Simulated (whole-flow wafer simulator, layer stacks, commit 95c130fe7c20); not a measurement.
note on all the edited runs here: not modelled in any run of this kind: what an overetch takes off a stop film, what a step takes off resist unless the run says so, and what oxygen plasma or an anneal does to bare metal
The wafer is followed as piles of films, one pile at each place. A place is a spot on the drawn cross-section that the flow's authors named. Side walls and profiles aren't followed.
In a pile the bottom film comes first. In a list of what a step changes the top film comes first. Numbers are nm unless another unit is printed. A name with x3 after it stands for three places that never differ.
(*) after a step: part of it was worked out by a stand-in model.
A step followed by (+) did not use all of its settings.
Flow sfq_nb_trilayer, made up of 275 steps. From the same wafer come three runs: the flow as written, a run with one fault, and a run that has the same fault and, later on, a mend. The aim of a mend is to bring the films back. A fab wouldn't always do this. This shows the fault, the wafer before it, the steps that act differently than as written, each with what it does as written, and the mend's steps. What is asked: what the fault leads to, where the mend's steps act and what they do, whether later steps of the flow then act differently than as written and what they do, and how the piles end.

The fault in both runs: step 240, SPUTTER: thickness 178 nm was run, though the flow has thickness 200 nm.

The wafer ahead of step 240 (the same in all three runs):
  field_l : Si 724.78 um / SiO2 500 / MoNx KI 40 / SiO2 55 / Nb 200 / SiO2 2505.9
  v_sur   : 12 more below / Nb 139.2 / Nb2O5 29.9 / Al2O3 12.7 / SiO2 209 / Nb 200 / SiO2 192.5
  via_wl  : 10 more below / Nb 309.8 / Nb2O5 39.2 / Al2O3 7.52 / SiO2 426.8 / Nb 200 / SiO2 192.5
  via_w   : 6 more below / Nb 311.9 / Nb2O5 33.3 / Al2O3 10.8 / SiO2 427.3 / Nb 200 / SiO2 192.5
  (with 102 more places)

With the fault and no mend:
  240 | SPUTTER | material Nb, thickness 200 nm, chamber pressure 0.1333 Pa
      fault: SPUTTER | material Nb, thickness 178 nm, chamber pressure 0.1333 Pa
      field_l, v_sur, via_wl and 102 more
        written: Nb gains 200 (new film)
        fault: Nb gains 178 (new film)
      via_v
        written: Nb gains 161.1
        fault: Nb gains 143.3
  Steps further on in the flow that do not act as written (4 other steps are not shown; they differ only slightly, by no more than 2% or 0.5 nm, whichever is larger):
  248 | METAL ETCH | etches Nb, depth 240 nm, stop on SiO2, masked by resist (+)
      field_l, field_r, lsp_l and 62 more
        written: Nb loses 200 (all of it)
        fault: Nb loses 178 (all of it)
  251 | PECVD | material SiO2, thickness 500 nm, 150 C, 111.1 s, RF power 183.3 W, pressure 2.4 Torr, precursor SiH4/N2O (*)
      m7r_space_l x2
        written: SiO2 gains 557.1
        fault: SiO2 gains 535.1
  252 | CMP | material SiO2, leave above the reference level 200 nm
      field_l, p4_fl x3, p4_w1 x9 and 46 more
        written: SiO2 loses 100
        fault: SiO2 loses 122
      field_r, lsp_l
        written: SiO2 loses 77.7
        fault: SiO2 loses 102.1
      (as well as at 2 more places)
  The piles end different from the flow's at v_sur, via_wl, via_w and 68 more by more than 2% or 0.5 nm, whichever is larger.
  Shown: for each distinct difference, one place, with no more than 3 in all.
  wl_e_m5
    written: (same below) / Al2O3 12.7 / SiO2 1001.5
    fault: (same below) / Al2O3 12.7 / SiO2 979.5
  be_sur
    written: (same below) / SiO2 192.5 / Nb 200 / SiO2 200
    fault: (same below) / SiO2 192.5 / Nb 178 / SiO2 200
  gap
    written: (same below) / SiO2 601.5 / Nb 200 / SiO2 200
    fault: (same below) / SiO2 601.5 / Nb 178 / SiO2 200

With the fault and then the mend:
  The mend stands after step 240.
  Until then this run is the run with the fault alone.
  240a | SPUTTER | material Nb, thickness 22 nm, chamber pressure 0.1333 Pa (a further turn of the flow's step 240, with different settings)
      field_l, v_sur, via_wl and 102 more
        Nb gains 22
      via_v
        Nb gains 15.8
  Every later step of the flow that is run acts as written, at every place that is followed, to within 2% or 0.5 nm, whichever is larger.
  At the end the piles are close to the flow's at the places that both follow, differing by at most 2% or 0.5 nm, whichever is larger.
